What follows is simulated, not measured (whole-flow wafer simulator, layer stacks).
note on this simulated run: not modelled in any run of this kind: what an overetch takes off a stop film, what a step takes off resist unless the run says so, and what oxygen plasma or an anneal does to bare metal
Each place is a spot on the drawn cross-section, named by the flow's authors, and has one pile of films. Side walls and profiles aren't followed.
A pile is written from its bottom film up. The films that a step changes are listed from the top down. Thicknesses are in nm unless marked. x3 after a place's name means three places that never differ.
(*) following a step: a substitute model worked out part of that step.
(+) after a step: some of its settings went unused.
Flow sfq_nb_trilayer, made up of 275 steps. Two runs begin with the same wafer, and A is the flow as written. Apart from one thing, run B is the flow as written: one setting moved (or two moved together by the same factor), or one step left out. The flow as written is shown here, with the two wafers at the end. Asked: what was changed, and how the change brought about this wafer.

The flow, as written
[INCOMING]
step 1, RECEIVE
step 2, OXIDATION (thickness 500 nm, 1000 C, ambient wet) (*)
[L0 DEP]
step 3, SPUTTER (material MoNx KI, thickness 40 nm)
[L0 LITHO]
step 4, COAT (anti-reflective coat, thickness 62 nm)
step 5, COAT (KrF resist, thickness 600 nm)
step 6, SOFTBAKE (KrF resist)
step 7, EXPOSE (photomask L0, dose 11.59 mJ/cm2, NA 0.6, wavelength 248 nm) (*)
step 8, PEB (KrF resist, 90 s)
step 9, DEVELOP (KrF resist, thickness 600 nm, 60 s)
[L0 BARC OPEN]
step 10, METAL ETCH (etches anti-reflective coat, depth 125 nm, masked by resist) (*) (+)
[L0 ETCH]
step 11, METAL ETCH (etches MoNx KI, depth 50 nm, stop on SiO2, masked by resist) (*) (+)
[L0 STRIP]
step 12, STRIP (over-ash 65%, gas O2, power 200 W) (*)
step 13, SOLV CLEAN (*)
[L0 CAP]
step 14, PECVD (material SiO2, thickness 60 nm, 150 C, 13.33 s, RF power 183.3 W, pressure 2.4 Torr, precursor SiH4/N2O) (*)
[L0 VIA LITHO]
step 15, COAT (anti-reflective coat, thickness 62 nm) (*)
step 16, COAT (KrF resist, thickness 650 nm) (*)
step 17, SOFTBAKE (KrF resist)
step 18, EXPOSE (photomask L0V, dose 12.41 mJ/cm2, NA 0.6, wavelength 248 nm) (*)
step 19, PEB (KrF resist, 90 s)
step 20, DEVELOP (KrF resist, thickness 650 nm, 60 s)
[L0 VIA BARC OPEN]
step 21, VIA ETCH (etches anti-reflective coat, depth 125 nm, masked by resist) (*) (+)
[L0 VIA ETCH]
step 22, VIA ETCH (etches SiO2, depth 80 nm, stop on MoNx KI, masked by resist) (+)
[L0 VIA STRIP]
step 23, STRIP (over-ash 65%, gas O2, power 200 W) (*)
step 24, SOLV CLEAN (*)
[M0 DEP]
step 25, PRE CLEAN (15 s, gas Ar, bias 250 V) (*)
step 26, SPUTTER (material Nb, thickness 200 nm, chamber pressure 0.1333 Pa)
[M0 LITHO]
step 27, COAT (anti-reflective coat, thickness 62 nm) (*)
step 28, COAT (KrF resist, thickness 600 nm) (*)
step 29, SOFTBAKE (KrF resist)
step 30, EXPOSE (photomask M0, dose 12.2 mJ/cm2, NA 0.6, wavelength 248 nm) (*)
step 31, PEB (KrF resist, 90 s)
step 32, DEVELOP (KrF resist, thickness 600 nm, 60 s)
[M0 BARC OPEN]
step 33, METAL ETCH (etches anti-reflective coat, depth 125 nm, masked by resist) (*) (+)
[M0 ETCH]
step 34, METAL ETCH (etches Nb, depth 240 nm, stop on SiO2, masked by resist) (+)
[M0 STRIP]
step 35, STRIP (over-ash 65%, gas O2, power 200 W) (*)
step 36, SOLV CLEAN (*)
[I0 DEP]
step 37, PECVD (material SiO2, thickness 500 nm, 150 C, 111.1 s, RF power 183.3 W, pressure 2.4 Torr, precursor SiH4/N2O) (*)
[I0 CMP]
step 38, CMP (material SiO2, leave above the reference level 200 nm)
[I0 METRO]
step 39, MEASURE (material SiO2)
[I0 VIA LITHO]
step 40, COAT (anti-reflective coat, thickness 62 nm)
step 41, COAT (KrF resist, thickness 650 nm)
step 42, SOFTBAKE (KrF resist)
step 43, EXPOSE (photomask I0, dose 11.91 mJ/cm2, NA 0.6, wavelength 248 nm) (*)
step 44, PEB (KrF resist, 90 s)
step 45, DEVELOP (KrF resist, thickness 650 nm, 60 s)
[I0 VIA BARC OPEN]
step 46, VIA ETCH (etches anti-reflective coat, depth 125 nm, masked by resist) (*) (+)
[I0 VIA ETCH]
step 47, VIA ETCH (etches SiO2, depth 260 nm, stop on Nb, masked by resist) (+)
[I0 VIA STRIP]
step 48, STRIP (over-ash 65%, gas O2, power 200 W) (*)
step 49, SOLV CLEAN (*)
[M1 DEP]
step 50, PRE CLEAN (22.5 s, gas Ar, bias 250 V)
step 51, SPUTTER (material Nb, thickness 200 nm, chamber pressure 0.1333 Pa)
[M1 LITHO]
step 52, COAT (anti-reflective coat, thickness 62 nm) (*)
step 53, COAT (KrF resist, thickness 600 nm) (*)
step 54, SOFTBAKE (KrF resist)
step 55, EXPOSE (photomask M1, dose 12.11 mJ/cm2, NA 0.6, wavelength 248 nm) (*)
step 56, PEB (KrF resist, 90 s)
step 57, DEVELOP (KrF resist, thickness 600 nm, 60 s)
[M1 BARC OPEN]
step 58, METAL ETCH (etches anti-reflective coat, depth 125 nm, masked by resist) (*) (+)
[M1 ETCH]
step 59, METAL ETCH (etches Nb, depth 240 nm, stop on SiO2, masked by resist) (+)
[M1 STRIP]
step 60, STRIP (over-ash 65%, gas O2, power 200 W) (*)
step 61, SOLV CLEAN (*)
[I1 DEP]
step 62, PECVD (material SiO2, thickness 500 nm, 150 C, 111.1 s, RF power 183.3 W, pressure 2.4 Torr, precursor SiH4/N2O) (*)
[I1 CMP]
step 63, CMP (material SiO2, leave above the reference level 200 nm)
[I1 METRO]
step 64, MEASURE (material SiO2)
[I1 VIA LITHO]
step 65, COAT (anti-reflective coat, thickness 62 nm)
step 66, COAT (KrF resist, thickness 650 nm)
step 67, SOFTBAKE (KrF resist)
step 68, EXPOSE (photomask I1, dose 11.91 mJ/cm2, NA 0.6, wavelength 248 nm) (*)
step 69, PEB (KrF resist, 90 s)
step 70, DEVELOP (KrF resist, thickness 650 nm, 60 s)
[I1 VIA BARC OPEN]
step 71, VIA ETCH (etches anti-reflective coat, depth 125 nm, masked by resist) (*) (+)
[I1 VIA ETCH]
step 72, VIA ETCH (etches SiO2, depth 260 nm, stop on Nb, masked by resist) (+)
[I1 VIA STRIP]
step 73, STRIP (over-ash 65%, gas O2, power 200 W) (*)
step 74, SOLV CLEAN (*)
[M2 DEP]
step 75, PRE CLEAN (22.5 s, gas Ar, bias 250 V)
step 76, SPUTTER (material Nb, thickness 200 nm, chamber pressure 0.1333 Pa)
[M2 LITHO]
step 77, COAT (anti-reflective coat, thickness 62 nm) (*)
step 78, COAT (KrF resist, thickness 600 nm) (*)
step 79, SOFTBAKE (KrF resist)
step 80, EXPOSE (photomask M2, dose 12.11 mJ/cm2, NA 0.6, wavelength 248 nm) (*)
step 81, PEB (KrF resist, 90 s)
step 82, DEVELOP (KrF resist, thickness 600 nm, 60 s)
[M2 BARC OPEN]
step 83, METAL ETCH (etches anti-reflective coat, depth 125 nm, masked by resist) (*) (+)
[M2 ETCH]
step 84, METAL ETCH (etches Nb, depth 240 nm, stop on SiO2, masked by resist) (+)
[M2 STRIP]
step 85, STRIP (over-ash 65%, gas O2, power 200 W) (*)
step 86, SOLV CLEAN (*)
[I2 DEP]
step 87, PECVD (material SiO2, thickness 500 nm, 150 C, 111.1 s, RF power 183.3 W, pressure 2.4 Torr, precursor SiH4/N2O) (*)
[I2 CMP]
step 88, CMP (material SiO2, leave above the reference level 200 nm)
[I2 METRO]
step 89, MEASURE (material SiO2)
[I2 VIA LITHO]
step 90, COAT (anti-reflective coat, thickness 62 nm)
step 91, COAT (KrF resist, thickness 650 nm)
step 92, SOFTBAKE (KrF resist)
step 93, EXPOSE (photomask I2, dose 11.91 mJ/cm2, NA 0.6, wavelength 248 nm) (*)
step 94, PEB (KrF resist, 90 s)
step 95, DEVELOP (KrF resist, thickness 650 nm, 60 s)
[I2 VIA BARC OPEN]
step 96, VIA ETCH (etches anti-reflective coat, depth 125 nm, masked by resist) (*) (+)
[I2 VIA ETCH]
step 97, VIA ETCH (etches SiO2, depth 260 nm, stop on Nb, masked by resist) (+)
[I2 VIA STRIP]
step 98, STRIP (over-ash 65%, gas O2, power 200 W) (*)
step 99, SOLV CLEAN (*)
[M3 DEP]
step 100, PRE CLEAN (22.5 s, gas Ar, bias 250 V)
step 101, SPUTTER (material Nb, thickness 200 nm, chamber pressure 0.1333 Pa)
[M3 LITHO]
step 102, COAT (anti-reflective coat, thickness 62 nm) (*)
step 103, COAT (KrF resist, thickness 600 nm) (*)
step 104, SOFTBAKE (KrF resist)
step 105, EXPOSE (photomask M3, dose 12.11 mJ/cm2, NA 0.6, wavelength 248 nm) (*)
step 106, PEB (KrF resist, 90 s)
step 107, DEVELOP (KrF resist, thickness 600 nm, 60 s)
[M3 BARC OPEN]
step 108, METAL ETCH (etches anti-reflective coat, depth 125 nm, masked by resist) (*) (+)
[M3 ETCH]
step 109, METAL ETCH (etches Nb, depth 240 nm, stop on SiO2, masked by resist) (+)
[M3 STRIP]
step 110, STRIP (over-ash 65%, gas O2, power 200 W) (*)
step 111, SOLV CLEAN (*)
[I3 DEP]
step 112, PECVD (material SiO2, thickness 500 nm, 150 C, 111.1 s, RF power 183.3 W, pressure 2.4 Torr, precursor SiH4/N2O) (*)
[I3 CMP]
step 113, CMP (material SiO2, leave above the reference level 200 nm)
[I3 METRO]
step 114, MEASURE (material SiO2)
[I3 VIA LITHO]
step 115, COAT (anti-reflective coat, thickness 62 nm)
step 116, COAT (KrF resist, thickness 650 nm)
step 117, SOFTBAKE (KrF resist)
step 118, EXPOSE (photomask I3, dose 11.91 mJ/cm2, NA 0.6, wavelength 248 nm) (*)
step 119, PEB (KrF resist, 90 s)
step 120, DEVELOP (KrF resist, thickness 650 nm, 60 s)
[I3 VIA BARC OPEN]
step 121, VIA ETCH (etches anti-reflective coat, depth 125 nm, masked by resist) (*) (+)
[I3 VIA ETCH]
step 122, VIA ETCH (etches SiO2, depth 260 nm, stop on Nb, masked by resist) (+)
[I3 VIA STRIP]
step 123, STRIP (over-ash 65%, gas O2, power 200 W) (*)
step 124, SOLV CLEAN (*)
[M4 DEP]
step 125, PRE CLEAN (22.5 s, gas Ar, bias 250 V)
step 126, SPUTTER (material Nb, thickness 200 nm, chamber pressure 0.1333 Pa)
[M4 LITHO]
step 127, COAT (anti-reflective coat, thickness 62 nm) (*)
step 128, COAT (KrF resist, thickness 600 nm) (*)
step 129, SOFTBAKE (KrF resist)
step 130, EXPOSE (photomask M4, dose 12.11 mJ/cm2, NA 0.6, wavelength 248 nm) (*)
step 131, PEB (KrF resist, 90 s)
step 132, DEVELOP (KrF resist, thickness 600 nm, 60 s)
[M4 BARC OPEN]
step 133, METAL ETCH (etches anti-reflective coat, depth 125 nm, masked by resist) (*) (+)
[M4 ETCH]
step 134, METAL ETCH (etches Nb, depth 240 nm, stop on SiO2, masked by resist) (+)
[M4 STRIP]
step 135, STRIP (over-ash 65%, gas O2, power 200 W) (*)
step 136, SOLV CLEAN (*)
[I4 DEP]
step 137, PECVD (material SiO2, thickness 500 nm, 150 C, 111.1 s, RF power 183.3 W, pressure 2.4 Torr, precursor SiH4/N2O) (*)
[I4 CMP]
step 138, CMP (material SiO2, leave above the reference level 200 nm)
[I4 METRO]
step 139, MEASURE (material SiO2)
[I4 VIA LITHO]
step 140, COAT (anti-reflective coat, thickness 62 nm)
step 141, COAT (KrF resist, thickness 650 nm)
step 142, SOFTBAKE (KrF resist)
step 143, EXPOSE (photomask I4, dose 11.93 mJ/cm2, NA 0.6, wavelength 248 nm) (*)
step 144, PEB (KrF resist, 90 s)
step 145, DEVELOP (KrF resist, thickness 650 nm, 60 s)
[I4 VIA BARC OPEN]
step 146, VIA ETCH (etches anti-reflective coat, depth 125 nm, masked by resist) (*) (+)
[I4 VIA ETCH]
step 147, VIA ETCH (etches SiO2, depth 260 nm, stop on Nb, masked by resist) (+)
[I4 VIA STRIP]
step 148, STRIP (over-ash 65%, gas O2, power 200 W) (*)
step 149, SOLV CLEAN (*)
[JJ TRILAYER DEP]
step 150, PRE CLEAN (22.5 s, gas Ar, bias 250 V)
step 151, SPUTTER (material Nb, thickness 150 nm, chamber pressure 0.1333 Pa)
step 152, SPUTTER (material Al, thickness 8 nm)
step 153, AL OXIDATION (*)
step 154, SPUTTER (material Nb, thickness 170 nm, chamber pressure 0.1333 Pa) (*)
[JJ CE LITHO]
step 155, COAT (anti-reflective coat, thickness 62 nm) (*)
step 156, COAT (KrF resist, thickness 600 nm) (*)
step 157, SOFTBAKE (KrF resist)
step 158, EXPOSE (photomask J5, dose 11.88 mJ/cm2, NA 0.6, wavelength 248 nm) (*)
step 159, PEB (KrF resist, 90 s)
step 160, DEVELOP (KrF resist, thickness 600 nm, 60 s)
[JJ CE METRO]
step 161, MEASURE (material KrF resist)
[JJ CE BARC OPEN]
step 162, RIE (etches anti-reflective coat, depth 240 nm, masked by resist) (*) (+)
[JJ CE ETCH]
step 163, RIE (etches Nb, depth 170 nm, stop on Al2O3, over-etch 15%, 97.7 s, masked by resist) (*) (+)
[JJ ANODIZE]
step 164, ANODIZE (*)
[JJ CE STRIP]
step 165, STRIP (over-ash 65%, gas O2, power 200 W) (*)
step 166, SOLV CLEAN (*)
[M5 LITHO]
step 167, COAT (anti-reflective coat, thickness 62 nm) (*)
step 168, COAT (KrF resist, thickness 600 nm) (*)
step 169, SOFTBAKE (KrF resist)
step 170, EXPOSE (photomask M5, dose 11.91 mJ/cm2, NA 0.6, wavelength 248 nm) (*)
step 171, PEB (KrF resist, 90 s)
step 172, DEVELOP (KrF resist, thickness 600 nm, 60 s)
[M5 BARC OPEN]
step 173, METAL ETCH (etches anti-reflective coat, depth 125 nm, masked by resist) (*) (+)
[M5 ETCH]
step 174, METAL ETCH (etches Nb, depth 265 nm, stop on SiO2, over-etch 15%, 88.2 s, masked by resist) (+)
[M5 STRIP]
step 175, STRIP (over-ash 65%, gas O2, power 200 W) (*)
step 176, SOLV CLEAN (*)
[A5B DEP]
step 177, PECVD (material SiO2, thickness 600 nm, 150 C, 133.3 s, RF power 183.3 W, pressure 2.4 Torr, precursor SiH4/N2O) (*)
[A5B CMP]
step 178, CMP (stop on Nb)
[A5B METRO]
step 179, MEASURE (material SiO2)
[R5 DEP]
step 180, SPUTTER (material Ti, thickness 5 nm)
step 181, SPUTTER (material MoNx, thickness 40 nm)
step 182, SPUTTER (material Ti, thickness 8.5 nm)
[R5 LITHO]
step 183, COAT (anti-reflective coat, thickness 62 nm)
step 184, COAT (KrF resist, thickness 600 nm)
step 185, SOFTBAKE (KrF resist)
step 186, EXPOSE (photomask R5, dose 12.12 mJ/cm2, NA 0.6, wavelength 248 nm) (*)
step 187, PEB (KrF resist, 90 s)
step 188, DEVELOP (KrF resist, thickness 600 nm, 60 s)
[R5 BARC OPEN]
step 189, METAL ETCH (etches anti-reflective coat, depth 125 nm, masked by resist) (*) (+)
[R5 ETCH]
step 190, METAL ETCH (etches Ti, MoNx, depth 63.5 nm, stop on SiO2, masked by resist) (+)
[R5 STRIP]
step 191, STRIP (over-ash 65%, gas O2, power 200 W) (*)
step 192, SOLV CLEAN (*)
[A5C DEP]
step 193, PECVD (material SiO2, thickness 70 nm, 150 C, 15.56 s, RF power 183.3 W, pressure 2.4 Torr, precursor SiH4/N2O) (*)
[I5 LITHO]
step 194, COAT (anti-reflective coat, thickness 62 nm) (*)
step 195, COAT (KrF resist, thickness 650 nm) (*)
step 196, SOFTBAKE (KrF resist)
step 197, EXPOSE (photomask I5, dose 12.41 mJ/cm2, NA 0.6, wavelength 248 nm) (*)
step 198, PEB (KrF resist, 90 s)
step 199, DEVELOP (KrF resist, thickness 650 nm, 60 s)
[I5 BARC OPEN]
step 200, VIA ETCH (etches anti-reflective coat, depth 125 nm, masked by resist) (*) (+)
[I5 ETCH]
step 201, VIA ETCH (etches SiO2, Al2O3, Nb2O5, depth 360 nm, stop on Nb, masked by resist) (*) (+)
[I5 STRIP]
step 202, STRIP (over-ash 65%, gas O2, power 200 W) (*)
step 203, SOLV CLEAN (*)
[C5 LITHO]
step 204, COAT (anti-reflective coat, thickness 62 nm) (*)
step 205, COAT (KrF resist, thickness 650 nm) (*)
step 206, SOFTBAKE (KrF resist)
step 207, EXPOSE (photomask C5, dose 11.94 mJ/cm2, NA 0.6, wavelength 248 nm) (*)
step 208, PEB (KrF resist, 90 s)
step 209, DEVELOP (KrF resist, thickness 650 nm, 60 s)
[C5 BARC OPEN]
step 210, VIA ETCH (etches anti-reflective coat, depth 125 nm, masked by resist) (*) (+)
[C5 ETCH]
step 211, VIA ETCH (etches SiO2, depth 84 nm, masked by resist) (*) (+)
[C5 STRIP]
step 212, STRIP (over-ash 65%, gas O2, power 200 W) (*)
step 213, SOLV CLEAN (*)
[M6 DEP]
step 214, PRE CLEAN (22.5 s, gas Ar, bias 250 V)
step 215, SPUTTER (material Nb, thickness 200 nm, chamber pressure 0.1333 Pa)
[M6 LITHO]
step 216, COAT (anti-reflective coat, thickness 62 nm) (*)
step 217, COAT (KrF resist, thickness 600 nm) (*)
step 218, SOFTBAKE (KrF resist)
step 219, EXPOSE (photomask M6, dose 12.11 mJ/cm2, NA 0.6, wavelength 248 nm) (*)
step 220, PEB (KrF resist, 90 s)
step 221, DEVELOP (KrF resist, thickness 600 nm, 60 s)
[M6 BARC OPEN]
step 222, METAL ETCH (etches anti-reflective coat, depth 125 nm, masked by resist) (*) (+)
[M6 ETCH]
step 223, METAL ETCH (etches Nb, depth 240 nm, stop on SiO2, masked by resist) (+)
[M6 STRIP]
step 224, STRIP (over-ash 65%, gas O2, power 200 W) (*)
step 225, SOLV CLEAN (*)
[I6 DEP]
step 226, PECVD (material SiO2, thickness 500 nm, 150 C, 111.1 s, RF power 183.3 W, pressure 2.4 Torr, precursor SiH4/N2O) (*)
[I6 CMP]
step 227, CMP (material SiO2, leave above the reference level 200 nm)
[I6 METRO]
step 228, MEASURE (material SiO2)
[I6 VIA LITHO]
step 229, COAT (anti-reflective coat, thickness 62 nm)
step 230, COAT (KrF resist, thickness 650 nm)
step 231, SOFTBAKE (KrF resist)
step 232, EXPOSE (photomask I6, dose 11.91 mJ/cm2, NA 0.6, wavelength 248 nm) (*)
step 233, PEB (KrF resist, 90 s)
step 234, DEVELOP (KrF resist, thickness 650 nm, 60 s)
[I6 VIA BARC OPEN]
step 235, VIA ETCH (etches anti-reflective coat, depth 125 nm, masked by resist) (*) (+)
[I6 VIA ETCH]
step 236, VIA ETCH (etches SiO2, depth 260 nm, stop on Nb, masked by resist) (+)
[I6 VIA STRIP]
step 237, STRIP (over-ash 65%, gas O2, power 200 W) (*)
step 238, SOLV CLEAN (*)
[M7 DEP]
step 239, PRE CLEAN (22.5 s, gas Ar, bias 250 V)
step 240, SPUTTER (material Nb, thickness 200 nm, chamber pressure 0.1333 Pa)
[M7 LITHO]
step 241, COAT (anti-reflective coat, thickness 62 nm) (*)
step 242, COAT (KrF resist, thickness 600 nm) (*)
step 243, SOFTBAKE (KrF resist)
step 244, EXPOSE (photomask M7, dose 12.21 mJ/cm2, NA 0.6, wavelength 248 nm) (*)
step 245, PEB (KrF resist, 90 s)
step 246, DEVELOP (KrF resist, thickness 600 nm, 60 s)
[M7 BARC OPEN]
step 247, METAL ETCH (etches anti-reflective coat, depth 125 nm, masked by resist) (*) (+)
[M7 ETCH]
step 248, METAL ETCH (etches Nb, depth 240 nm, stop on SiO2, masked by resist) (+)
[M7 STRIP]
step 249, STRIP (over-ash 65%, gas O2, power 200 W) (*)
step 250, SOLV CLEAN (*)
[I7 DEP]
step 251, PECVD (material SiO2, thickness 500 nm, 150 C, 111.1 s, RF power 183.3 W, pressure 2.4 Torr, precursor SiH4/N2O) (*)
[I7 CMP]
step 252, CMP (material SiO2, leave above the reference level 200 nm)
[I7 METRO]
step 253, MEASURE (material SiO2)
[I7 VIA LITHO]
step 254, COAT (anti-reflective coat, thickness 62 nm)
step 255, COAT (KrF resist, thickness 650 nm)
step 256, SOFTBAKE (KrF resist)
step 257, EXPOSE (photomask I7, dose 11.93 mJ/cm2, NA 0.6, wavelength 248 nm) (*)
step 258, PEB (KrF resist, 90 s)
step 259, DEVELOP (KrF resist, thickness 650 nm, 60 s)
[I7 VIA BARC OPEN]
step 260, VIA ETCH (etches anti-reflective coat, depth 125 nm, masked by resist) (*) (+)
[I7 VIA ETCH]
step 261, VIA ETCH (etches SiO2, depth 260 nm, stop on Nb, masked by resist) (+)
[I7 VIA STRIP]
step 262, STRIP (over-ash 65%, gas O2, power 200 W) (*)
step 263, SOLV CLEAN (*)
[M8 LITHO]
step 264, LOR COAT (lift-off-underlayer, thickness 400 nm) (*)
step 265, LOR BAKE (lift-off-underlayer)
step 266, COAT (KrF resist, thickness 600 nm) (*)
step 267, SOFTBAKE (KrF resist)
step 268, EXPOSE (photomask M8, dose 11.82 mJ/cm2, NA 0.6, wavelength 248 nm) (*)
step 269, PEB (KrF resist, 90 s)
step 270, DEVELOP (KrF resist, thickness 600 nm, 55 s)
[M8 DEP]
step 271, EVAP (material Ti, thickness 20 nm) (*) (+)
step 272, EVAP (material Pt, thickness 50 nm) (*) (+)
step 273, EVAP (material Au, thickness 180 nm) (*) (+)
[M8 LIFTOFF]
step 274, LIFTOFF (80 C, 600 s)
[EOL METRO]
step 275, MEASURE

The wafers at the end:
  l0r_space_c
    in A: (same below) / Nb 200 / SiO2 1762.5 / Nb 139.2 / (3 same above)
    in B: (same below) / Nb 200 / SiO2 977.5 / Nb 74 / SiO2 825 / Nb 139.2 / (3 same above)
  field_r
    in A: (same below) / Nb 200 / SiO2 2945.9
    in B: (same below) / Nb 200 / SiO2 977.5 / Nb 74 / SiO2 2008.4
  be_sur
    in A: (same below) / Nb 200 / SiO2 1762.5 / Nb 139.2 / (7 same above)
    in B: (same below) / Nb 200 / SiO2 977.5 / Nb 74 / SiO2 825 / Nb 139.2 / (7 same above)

What caused this: step 101, SPUTTER: thickness 314 nm was run, whereas the flow has thickness 200 nm.

How this came from the change, step by step:
  step 101, SPUTTER (material Nb, thickness 200 nm, chamber pressure 0.1333 Pa)
      field_l, v_sur, via_wl and 102 more: A +200 Nb (new film) | B +314 Nb (new film)
      via_w: A +165.5 Nb | B +261.7 Nb
  step 102, COAT (anti-reflective coat, thickness 62 nm) (*)
      via_w: A +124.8 anti-reflective coat (new film) | B +127.7 anti-reflective coat (new film)
  step 109, METAL ETCH (etches Nb, depth 240 nm, stop on SiO2, masked by resist) (+)
      field_l, be, be_sur and 72 more: A -200 Nb (all of it) | B -240 Nb
  step 110, STRIP (over-ash 65%, gas O2, power 200 W) (*)
      via_w: A -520 KrF resist (all of it), -124.8 anti-reflective coat (all of it) | B -532.4 KrF resist (all of it), -127.7 anti-reflective coat (all of it)
  step 112, PECVD (material SiO2, thickness 500 nm, 150 C, 111.1 s, RF power 183.3 W, pressure 2.4 Torr, precursor SiH4/N2O) (*)
      field_l, be, be_sur and 64 more: A +500 SiO2 | B +500 SiO2 (new film)
      p4_g1, p4_g2, p3_s0, p3_s1, p3_s2, p3_s3, p3_s4, p3_s5: A +557.1 SiO2 | B +597.1 SiO2 (new film)
  step 113, CMP (material SiO2, leave above the reference level 200 nm)
      field_l, be, be_sur and 64 more: A -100 SiO2 | B -60 SiO2
      via_w: A -181.6 SiO2 | B -157.1 SiO2
If metal films that touch count as one body, l0r_space_c has 3 bodies (between them, from the top down: SiO2 825; SiO2 977.5); the flow as written gives 2 bodies (between them, from the top down: SiO2 1762.5).
If metal films that touch count as one body, field_r has 2 bodies (between them, from the top down: SiO2 977.5); the flow as written gives 1 body.
If metal films that touch count as one body, be_sur has 5 bodies (between them, from the top down: SiO2 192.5; SiO2 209 / Al2O3 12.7 / Nb2O5 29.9; SiO2 825; SiO2 977.5); the flow as written gives 4 bodies (between them, from the top down: SiO2 192.5; SiO2 209 / Al2O3 12.7 / Nb2O5 29.9; SiO2 1762.5).
